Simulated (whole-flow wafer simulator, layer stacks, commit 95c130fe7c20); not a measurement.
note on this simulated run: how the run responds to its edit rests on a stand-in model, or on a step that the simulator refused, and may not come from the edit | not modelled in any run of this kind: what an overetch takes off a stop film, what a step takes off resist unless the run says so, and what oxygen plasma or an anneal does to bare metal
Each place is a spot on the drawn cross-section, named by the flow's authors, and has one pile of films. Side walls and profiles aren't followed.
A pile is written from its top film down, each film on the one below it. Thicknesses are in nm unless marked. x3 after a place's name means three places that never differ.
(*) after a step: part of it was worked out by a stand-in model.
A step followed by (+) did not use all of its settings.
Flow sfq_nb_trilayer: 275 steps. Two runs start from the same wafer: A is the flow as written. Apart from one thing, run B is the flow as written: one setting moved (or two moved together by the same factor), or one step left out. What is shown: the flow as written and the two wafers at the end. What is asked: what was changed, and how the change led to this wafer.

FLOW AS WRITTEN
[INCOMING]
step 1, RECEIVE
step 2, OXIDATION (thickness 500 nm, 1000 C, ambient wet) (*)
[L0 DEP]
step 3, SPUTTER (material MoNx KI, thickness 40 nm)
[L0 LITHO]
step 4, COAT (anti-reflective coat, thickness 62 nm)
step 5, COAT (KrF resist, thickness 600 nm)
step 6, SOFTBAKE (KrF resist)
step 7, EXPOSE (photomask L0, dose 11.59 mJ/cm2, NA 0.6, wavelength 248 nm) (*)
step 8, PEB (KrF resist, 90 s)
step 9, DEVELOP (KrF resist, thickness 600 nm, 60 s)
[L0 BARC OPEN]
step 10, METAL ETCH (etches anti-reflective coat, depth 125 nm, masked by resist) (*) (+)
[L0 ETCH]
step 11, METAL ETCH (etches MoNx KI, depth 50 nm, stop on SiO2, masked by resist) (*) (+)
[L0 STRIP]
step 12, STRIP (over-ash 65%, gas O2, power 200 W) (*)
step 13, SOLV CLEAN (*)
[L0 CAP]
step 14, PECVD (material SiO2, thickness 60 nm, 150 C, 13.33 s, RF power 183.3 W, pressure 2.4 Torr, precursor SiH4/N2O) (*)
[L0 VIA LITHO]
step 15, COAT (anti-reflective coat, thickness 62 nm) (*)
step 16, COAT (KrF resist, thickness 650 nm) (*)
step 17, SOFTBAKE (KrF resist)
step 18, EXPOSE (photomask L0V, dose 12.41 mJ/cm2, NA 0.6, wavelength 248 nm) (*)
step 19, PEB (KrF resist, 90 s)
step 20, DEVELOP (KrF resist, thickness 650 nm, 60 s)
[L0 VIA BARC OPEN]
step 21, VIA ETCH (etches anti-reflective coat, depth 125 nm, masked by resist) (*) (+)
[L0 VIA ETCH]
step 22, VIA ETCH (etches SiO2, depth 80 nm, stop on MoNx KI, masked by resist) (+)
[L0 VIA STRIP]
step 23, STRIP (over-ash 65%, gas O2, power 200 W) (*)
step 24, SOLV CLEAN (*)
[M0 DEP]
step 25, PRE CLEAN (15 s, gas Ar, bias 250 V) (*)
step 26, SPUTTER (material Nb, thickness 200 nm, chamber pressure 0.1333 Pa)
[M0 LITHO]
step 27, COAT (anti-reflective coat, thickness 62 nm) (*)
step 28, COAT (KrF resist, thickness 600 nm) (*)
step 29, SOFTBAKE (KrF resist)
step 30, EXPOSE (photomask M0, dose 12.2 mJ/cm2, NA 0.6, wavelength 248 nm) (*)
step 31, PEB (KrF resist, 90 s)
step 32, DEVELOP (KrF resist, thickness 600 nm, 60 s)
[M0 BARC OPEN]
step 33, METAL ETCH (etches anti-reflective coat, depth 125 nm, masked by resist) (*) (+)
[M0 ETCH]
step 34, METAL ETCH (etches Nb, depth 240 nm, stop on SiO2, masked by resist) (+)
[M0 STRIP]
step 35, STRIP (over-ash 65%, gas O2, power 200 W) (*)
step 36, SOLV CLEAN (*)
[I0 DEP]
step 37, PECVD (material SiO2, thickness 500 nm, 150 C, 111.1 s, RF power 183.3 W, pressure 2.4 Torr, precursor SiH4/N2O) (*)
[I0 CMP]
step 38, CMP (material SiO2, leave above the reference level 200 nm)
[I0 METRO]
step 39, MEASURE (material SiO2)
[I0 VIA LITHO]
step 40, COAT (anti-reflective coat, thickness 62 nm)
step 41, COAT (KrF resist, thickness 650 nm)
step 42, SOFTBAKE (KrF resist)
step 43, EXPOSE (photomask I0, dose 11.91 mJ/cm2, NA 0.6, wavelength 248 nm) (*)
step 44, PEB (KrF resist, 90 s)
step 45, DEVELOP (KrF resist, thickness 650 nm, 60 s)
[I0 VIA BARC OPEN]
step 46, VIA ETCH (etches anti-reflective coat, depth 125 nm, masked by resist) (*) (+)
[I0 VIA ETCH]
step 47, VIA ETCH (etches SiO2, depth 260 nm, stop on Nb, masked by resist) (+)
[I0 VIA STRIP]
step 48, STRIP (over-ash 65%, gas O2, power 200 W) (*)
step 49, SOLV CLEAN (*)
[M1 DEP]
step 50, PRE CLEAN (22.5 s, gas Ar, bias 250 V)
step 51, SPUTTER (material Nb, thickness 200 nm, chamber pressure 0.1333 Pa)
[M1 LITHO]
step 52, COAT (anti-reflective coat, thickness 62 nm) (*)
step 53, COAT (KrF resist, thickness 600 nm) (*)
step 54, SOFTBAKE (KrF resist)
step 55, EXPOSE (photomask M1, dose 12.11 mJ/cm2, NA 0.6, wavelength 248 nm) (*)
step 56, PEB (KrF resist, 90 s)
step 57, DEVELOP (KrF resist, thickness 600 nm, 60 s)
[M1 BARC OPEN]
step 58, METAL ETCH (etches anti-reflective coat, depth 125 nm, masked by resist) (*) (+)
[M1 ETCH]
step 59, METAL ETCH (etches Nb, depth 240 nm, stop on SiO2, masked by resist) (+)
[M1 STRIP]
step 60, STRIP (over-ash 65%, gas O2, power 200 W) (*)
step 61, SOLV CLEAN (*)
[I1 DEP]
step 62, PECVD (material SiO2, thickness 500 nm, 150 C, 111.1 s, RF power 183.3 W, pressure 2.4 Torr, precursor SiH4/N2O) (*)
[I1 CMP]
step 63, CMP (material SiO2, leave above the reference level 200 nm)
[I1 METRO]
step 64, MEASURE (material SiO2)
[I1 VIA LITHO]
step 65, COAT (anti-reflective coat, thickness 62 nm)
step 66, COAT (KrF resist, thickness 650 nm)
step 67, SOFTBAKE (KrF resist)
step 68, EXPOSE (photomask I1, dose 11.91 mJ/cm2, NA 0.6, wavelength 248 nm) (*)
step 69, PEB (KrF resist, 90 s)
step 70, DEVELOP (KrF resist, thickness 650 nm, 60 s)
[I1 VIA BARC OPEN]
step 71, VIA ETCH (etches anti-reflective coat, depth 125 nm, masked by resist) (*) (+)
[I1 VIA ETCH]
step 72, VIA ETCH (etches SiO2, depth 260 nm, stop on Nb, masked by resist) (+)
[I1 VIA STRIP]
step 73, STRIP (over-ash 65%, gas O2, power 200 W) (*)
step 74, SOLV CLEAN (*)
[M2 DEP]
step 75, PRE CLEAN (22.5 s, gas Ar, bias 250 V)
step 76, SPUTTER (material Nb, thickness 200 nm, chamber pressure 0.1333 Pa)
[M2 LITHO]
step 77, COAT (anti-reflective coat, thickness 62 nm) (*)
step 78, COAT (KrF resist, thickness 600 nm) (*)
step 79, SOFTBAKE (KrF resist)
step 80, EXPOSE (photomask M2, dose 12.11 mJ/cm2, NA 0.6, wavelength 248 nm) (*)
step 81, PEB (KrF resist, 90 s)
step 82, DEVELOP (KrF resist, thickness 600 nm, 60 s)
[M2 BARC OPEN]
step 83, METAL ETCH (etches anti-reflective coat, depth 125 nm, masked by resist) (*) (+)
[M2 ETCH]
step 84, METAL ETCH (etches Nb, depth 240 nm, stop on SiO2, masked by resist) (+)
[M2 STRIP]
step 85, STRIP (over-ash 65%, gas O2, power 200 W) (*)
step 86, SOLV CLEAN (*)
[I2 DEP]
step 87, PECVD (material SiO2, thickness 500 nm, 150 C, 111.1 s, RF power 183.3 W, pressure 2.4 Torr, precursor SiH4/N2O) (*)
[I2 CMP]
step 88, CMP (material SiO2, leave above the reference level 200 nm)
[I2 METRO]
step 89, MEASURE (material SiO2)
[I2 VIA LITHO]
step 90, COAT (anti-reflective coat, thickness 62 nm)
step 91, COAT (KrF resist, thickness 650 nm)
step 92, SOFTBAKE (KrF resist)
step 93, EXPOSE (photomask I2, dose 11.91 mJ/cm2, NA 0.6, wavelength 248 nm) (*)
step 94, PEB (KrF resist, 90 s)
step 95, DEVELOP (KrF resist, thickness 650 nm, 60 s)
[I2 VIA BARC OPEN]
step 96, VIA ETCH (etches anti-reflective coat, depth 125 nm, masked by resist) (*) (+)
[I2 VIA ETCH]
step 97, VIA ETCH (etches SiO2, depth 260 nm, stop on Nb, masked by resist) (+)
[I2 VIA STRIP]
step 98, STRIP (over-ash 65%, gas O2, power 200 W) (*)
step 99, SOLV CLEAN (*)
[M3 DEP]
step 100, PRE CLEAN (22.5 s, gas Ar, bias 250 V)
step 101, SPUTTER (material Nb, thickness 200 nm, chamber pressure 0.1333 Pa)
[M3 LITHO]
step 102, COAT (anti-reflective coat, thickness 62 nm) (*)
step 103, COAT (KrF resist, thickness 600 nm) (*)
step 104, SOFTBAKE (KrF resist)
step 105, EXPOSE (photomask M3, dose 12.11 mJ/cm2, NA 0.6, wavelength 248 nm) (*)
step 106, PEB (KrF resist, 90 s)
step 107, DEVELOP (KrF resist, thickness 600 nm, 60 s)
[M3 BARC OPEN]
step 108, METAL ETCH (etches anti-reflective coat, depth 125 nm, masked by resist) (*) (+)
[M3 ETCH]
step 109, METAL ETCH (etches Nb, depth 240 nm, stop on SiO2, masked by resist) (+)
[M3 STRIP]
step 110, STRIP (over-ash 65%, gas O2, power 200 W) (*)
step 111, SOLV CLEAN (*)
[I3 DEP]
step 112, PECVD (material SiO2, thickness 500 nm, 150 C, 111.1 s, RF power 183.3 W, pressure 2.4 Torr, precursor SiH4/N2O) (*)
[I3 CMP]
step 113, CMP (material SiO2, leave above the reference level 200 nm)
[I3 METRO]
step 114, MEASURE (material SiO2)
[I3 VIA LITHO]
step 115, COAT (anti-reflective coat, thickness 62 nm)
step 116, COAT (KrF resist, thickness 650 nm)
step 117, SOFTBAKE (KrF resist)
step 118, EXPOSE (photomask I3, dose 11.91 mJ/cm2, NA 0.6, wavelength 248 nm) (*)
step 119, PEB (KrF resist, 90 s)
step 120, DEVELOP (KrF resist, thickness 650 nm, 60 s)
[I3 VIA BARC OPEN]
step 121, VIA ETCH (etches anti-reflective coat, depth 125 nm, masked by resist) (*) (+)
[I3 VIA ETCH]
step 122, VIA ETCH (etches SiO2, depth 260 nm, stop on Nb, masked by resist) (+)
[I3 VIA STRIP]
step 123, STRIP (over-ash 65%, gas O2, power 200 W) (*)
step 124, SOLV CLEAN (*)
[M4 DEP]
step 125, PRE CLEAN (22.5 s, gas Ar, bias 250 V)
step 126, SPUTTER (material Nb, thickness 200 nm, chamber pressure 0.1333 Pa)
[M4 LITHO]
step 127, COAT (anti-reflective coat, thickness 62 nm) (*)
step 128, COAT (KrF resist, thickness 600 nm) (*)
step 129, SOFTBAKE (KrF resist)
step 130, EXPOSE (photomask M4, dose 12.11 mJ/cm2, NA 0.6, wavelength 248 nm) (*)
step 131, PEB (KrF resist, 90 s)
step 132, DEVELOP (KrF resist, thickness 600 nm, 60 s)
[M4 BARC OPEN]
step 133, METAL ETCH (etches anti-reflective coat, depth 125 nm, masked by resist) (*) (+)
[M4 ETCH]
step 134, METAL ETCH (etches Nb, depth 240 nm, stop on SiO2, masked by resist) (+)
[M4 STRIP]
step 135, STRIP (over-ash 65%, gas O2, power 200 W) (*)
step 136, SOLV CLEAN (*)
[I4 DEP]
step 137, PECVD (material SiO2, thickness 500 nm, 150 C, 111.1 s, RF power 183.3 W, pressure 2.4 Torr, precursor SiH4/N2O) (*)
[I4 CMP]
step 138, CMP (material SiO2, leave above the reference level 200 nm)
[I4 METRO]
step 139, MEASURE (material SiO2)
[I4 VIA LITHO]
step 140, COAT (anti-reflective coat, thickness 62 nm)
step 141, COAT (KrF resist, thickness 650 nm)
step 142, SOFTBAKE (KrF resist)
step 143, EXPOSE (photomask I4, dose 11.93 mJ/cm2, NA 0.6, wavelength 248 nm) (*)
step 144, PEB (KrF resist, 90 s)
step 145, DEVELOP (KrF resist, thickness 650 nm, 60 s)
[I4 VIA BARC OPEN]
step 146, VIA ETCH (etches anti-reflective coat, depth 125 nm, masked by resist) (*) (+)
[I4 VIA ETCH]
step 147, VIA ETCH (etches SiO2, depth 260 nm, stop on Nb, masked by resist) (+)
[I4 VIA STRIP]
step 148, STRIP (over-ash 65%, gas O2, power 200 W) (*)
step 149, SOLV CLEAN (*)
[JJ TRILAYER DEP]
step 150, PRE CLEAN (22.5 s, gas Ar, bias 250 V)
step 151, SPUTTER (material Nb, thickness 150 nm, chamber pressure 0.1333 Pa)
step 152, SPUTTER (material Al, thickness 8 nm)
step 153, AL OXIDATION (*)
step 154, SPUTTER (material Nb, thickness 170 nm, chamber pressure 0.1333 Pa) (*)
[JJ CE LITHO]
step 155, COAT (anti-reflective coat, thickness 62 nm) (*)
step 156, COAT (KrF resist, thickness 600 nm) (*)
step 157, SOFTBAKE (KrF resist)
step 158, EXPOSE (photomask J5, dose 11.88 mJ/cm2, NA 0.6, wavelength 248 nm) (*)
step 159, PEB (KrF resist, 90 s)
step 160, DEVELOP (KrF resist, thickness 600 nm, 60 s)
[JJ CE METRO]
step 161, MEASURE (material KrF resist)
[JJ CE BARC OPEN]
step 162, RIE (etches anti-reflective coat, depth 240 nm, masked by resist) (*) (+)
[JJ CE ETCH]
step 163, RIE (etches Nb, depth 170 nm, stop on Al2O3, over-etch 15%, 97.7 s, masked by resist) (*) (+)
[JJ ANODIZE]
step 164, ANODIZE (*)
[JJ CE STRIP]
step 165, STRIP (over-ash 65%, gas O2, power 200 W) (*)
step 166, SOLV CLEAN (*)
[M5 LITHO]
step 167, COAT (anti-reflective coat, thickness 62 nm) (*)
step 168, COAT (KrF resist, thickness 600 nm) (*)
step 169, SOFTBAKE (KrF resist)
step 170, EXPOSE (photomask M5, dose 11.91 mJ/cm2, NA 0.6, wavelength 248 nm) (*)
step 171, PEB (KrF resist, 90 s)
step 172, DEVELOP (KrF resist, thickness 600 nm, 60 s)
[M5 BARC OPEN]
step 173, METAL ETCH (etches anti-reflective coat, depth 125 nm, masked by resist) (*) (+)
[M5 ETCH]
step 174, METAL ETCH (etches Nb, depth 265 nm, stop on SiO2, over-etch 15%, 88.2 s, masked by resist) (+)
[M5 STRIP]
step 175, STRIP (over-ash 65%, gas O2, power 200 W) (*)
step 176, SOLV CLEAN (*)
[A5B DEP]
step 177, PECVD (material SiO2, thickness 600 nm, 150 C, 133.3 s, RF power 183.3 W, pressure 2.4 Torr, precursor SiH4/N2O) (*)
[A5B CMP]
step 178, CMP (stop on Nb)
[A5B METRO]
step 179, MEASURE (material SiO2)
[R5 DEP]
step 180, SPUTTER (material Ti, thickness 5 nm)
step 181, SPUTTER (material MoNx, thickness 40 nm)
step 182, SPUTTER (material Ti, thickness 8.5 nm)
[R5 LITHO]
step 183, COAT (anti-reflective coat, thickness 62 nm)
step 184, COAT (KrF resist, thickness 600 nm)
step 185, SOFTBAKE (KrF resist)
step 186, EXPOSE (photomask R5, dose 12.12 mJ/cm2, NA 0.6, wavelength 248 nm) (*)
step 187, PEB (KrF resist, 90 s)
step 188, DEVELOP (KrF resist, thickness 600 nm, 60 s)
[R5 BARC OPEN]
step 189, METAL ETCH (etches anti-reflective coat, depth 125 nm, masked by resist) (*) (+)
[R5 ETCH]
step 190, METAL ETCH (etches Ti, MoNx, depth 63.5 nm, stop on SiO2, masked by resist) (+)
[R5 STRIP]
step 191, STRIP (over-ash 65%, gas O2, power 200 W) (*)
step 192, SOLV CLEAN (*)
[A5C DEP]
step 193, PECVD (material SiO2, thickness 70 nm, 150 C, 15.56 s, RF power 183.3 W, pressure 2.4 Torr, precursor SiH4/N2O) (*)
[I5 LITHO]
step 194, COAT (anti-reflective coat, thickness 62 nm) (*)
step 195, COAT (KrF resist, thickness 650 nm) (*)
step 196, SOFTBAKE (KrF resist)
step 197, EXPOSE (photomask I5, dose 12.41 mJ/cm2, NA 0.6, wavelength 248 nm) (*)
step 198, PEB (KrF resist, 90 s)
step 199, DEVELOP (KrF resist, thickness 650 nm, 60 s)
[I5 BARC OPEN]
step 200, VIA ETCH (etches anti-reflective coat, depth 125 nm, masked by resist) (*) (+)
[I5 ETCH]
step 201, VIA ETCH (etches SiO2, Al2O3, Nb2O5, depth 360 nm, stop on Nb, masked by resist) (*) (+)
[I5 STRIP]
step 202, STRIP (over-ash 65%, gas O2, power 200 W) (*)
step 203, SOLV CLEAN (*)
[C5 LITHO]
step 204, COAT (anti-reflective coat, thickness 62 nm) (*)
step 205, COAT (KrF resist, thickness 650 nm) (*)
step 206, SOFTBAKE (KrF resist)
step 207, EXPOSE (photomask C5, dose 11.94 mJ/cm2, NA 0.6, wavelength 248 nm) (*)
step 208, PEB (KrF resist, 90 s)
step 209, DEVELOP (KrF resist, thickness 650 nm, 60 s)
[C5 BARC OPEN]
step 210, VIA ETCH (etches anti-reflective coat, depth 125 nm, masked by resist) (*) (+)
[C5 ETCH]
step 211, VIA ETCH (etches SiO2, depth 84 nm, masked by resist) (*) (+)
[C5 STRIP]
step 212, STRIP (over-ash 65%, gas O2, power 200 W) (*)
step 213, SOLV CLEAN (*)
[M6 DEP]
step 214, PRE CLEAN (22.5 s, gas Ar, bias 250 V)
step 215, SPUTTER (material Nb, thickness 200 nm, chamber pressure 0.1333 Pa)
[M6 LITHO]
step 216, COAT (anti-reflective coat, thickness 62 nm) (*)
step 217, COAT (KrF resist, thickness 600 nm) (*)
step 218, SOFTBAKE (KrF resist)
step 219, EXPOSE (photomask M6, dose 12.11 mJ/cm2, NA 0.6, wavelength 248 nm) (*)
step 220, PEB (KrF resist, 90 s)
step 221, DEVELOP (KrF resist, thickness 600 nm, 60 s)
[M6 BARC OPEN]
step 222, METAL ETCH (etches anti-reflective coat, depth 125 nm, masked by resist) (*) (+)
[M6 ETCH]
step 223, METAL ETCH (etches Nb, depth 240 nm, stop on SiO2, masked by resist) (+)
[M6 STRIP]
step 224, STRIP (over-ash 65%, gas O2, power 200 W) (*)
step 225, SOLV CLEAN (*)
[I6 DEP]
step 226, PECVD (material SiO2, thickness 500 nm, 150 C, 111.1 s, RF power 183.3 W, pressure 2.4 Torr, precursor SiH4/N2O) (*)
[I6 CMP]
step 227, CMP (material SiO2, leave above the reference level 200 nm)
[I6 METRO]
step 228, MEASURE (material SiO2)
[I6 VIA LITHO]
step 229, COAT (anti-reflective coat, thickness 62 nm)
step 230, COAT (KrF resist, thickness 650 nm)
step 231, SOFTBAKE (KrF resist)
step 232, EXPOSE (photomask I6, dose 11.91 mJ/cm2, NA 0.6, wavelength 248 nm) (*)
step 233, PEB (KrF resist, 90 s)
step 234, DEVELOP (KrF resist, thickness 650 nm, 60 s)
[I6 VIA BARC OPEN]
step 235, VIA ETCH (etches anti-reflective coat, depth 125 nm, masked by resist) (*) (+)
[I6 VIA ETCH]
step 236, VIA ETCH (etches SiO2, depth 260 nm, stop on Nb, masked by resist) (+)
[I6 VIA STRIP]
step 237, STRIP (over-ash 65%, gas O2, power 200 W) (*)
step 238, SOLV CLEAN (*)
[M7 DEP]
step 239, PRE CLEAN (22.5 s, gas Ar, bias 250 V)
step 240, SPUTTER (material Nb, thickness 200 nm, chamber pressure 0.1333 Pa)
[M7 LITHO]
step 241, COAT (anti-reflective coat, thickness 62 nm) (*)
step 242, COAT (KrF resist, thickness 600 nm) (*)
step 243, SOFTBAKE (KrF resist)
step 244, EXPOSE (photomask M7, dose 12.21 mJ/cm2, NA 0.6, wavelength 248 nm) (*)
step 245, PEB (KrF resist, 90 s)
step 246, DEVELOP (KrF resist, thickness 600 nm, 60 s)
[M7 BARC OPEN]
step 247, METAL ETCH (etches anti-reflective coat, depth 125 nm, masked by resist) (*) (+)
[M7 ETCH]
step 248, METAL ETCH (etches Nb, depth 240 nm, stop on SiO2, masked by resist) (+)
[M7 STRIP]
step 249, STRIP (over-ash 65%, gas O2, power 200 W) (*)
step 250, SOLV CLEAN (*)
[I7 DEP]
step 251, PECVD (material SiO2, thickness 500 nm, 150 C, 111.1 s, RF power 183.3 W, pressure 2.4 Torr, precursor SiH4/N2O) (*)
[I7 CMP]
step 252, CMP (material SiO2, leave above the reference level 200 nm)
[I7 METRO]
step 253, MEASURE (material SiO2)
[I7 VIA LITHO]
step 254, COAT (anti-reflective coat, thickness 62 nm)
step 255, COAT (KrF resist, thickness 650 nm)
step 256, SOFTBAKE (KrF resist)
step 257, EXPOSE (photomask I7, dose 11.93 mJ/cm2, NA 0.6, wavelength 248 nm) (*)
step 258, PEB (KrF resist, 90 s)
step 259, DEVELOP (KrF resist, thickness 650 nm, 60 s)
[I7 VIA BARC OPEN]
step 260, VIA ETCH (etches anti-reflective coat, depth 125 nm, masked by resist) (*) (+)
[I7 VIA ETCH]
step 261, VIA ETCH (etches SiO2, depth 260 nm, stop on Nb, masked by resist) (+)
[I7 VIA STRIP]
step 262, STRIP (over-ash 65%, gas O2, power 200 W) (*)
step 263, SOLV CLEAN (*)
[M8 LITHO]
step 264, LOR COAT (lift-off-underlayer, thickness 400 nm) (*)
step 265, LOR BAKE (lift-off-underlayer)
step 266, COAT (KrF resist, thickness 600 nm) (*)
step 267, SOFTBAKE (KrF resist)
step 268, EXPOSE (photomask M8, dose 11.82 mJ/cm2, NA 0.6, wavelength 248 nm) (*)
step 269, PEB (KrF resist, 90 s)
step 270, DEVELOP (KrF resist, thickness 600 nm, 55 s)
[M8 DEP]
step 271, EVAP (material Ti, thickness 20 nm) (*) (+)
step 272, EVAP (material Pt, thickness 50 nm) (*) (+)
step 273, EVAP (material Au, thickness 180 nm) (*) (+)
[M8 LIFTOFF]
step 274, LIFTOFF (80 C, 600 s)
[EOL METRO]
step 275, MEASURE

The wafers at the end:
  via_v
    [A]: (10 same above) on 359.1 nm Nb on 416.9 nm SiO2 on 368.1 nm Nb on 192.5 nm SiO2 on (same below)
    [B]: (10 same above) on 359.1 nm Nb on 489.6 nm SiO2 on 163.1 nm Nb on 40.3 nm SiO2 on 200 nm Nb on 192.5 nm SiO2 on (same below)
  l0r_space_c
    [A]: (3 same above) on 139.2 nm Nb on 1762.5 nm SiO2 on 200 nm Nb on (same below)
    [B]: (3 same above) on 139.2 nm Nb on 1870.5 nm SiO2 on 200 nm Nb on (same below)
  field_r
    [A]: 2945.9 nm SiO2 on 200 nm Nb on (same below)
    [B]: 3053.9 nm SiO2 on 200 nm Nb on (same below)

The reason: step 63, CMP: leave above the reference level 308 nm was run, whereas the flow has leave above the reference level 200 nm.

How this came from the change, step by step:
  step 63, CMP (material SiO2, leave above the reference level 200 nm)
      field_l, be, be_sur and 72 more: A SiO2 loses 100 | B nothing
      lsp_m, ln_m6, lsp_r, l0_sur, l0v: A SiO2 loses 94.9 | B nothing
      (as well as at 26 more places)
  step 65, COAT (anti-reflective coat, thickness 62 nm)
      m5r_linepad_l, m5r_linepad_r: A anti-reflective coat gains 62 (new film) | B anti-reflective coat gains 65.4 (new film)
      r5r_spacepad_l, r5r_spacepad_r: A anti-reflective coat gains 62 (new film) | B anti-reflective coat gains 65.5 (new film)
      (as well as at 8 more places)
  step 72, VIA ETCH (etches SiO2, depth 260 nm, stop on Nb, masked by resist) (+)
      via_v: A SiO2 loses 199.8 (all of it) | B SiO2 loses 260
  step 73, STRIP (over-ash 65%, gas O2, power 200 W) (*)
      m5r_linepad_l, m5r_linepad_r: A KrF resist loses 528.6 (all of it), anti-reflective coat loses 62 (all of it) | B KrF resist loses 527.6 (all of it), anti-reflective coat loses 65.4 (all of it)
      m8r_pad_l, m8r_pad_r: A KrF resist loses 528.6 (all of it), anti-reflective coat loses 62 (all of it) | B KrF resist loses 528.4 (all of it), anti-reflective coat loses 64.4 (all of it)
      (as well as at 8 more places)
  step 75, PRE CLEAN (22.5 s, gas Ar, bias 250 V)
      via_v: A Nb loses 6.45 | B SiO2 loses 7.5
  step 76, SPUTTER (material Nb, thickness 200 nm, chamber pressure 0.1333 Pa)
      via_v: A Nb gains 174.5 | B Nb gains 163.1 (new film)
  step 77, COAT (anti-reflective coat, thickness 62 nm) (*)
      wl_f_sl, r5r_line_l: A anti-reflective coat gains 62 (new film) | B anti-reflective coat gains 63.4 (new film)
      m5r_linepad_l, m5r_linepad_r: A anti-reflective coat gains 62 (new film) | B anti-reflective coat gains 65 (new film)
      (as well as at 10 more places)
  step 78, COAT (KrF resist, thickness 600 nm) (*)
      via_v: A KrF resist gains 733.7 (new film) | B KrF resist gains 781.2 (new film)
  step 83, METAL ETCH (etches anti-reflective coat, depth 125 nm, masked by resist) (*) (+)
      wl_f_sl, r5r_line_l: A anti-reflective coat loses 62 (all of it) | B anti-reflective coat loses 63.4 (all of it)
      m5r_linepad_l, m5r_linepad_r: A anti-reflective coat loses 62 (all of it) | B anti-reflective coat loses 65 (all of it)
      (as well as at 6 more places)
  step 85, STRIP (over-ash 65%, gas O2, power 200 W) (*)
      v_sur: A KrF resist loses 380 (all of it), anti-reflective coat loses 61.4 (all of it) | B KrF resist loses 376.7 (all of it), anti-reflective coat loses 59.2 (all of it)
      via_sp: A KrF resist loses 374.4 (all of it), anti-reflective coat loses 53.2 (all of it) | B KrF resist loses 367.7 (all of it), anti-reflective coat loses 51.4 (all of it)
      (as well as at 2 more places)
  step 87, PECVD (material SiO2, thickness 500 nm, 150 C, 111.1 s, RF power 183.3 W, pressure 2.4 Torr, precursor SiH4/N2O) (*)
      via_v: A SiO2 gains 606 (new film) | B SiO2 gains 678.7 (new film)
  step 88, CMP (material SiO2, leave above the reference level 200 nm)
      field_l, be, be_sur and 72 more: A SiO2 loses 100 | B SiO2 loses 92
      lsp_m, ln_m6, lsp_r, l0_sur, l0v: A SiO2 loses 100 | B SiO2 loses 86.9
If metal films that touch count as one body, via_v has 7 bodies (between them, from the top down: SiO2 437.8; SiO2 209 / Al2O3 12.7 / Nb2O5 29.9; SiO2 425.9; SiO2 489.6; SiO2 40.3; SiO2 192.5); the flow as written gives 6 bodies (between them, from the top down: SiO2 437.8; SiO2 209 / Al2O3 12.7 / Nb2O5 29.9; SiO2 425.9; SiO2 416.9; SiO2 192.5).
